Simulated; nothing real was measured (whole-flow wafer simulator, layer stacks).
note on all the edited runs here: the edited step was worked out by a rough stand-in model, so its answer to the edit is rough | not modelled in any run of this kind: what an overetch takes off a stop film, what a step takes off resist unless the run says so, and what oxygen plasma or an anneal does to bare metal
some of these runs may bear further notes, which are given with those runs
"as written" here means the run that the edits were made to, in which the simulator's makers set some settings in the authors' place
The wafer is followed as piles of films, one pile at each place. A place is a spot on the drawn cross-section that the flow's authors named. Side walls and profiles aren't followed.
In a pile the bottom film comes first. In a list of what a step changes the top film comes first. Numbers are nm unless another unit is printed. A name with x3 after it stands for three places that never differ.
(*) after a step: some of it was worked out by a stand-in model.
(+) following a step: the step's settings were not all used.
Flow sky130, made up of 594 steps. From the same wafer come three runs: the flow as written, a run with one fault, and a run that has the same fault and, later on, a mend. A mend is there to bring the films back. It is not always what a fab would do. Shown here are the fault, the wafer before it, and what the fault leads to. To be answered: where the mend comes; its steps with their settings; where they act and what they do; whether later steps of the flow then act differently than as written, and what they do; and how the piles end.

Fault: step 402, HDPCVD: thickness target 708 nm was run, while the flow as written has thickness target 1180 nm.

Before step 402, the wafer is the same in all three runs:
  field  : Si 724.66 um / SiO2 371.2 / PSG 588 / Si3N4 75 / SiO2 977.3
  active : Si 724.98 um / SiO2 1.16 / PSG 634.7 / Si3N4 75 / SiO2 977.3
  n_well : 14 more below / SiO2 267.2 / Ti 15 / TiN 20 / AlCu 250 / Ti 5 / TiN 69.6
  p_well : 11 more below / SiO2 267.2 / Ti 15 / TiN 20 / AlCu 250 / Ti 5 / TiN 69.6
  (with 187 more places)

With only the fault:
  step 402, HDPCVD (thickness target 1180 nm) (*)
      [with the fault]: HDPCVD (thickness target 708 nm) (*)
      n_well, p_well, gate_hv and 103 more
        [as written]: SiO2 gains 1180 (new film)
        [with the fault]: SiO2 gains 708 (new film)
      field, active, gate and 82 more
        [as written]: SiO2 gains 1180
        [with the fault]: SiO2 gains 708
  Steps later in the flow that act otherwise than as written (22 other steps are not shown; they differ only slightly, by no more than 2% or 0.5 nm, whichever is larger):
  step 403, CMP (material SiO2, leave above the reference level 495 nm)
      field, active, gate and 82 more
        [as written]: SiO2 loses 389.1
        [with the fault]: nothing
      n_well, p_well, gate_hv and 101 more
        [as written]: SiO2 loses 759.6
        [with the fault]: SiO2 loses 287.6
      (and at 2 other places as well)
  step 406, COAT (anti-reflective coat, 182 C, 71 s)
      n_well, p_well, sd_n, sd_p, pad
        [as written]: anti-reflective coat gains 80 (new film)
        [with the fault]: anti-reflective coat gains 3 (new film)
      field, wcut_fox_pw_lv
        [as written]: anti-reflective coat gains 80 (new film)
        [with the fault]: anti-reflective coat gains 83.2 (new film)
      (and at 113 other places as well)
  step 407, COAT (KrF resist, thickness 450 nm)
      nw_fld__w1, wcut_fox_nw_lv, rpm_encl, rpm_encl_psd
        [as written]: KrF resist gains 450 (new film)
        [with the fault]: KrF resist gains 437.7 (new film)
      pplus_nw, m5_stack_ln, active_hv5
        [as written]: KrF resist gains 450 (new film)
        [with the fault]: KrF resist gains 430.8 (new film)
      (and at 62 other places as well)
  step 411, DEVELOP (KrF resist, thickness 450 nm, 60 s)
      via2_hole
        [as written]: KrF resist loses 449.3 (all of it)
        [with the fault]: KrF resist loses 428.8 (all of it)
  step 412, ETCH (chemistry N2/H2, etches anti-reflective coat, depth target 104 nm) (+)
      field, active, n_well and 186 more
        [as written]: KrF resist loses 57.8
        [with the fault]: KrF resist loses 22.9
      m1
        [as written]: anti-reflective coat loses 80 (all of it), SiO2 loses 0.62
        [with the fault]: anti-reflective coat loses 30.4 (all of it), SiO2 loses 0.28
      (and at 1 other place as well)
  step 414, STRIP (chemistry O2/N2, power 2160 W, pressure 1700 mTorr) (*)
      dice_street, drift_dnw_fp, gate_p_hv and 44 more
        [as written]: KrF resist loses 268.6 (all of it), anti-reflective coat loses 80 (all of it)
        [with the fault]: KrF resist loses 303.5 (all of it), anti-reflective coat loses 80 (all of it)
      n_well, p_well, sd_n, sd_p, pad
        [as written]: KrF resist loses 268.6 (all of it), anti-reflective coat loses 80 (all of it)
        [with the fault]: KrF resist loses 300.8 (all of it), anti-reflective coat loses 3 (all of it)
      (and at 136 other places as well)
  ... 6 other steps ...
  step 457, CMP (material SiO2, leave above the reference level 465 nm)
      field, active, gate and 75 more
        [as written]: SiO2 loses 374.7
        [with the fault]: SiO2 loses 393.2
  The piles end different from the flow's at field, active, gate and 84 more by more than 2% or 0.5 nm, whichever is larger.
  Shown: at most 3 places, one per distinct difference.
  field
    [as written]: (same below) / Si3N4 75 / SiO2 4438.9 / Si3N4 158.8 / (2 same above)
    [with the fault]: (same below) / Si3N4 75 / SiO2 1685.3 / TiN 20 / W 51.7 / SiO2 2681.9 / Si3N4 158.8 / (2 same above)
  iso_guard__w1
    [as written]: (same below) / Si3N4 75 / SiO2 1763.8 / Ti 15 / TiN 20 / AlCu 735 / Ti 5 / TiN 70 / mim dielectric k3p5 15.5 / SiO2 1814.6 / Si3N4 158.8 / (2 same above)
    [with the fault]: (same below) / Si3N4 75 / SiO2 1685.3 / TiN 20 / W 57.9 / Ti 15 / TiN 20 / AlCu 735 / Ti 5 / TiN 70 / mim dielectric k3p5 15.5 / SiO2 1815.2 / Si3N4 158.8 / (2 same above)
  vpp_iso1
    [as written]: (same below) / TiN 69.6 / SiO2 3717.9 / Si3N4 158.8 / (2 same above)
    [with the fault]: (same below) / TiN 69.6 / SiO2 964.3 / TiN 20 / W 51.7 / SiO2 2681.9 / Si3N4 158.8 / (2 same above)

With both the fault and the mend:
  After step 402 comes the mend.
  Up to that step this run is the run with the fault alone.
  step 402a, HDPCVD (thickness target 472 nm) (*) (a further turn of the flow's step 402, with different settings)
      field, active, n_well and 188 more
        SiO2 gains 472
  Every later step of the flow that is run acts as written, at every place that is followed, to within 2% or 0.5 nm, whichever is larger.
  By the end, the piles equal the flow's at every place that both follow.
